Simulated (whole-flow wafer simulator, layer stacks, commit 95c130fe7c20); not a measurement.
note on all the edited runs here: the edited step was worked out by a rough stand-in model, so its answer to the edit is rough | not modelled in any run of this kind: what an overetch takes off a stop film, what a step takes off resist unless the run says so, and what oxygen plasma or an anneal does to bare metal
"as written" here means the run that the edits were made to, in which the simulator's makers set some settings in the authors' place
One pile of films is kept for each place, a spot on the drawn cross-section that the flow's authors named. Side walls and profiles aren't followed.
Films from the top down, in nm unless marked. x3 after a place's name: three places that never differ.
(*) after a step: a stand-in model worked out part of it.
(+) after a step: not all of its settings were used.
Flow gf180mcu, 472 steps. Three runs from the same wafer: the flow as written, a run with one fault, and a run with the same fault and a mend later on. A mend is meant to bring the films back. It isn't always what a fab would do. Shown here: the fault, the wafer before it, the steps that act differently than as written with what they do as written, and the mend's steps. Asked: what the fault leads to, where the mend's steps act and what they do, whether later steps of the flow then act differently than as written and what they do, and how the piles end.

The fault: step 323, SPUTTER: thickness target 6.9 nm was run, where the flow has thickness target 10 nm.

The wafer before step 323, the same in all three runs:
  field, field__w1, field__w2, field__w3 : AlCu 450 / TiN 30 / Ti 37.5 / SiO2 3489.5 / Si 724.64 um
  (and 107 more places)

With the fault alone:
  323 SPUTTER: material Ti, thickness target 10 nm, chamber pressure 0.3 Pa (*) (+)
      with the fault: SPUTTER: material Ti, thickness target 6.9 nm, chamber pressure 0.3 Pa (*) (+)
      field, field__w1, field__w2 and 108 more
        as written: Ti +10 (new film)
        with the fault: Ti +6.9 (new film)
  Later steps of the flow that act differently than as written (5 more steps differ only slightly, by at most 2% or 0.5 nm, whichever is larger, and aren't shown):
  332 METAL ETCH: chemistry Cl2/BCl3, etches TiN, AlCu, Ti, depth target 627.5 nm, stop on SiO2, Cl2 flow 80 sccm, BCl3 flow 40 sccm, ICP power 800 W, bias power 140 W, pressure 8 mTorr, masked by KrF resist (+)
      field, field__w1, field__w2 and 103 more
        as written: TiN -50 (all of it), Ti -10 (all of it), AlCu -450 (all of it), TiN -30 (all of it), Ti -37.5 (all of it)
        with the fault: TiN -50 (all of it), Ti -6.9 (all of it), AlCu -450 (all of it), TiN -30 (all of it), Ti -37.5 (all of it)
  At the end the piles differ from the flow's by more than 2% or 0.5 nm, whichever is larger, at field__w8, contact, m1, m1__w1, m1_nw.
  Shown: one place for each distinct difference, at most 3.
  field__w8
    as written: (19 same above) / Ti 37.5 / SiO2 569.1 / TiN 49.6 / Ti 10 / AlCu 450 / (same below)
    with the fault: (19 same above) / Ti 37.5 / SiO2 572.2 / TiN 49.6 / Ti 6.9 / AlCu 450 / (same below)
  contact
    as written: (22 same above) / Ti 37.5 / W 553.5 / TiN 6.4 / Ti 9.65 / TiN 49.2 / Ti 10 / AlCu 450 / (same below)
    with the fault: (22 same above) / Ti 37.5 / W 556.6 / TiN 6.39 / Ti 9.64 / TiN 49.2 / Ti 6.9 / AlCu 450 / (same below)

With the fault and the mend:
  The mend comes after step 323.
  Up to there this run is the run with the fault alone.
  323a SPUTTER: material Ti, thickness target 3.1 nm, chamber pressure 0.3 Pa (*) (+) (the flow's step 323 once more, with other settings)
      field, field__w1, field__w2 and 108 more
        Ti +3.1
  No later step of the flow acts differently than as written at any place that is followed.
  At the end the piles are the same as the flow's at every place that both follow.
